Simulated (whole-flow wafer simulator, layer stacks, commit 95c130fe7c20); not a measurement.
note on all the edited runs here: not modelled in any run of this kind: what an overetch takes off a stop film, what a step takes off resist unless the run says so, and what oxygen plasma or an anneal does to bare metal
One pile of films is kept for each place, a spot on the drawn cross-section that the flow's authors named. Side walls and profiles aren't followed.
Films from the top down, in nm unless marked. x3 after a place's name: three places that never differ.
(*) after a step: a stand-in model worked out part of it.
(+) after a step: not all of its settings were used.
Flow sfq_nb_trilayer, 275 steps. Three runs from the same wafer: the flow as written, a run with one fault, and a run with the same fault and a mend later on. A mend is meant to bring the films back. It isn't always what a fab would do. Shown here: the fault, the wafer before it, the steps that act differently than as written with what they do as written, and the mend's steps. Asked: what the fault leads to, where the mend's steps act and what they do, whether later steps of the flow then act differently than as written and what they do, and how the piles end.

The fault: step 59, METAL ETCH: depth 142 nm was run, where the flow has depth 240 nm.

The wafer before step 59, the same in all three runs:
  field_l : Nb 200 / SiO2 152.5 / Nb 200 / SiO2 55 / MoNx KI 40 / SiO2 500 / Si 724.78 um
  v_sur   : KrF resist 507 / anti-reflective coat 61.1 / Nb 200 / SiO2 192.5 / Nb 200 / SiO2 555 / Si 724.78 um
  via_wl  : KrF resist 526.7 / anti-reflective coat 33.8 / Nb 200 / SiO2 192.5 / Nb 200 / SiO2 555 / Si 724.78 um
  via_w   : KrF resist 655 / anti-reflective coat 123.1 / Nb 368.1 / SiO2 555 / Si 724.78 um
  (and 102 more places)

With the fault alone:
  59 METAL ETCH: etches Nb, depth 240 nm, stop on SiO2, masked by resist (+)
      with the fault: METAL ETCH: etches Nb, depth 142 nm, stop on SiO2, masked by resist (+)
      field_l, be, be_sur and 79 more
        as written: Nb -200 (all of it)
        with the fault: Nb -142
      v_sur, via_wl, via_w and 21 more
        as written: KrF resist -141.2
        with the fault: KrF resist -83.5
  Later steps of the flow that act differently than as written:
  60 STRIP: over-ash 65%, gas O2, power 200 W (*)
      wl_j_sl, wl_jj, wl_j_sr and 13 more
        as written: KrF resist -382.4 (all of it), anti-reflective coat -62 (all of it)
        with the fault: KrF resist -440 (all of it), anti-reflective coat -62 (all of it)
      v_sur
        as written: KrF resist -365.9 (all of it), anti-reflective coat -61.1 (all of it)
        with the fault: KrF resist -423.5 (all of it), anti-reflective coat -61.1 (all of it)
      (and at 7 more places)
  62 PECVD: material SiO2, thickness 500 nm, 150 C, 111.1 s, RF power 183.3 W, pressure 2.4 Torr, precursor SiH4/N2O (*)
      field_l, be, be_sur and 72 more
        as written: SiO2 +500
        with the fault: SiO2 +500 (new film)
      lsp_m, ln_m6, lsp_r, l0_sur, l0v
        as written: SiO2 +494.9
        with the fault: SiO2 +500 (new film)
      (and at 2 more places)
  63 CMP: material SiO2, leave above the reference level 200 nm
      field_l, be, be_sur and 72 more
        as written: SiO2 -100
        with the fault: SiO2 -158
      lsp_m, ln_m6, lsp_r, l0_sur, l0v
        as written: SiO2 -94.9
        with the fault: SiO2 -158
  At the end the piles differ from the flow's by more than 2% or 0.5 nm, whichever is larger, at field_l, be, be_sur and 79 more.
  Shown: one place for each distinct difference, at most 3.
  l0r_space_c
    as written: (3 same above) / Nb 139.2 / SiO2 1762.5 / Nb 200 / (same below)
    with the fault: (3 same above) / Nb 139.2 / SiO2 1512 / Nb 58 / SiO2 192.5 / Nb 200 / (same below)
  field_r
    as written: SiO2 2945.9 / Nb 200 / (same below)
    with the fault: SiO2 2695.4 / Nb 58 / SiO2 192.5 / Nb 200 / (same below)
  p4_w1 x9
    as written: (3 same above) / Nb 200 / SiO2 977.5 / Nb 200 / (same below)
    with the fault: (3 same above) / Nb 200 / SiO2 727 / Nb 58 / SiO2 192.5 / Nb 200 / (same below)

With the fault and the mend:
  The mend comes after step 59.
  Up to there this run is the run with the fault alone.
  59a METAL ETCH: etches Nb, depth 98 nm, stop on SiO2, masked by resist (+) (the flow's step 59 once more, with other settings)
      field_l, be, be_sur and 79 more
        Nb -58 (all of it)
      v_sur, via_wl, via_w and 21 more
        KrF resist -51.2
  No later step of the flow acts differently than as written, at any place that is followed, by more than 2% or 0.5 nm, whichever is larger.
  At the end the piles are the same as the flow's at every place that both follow.
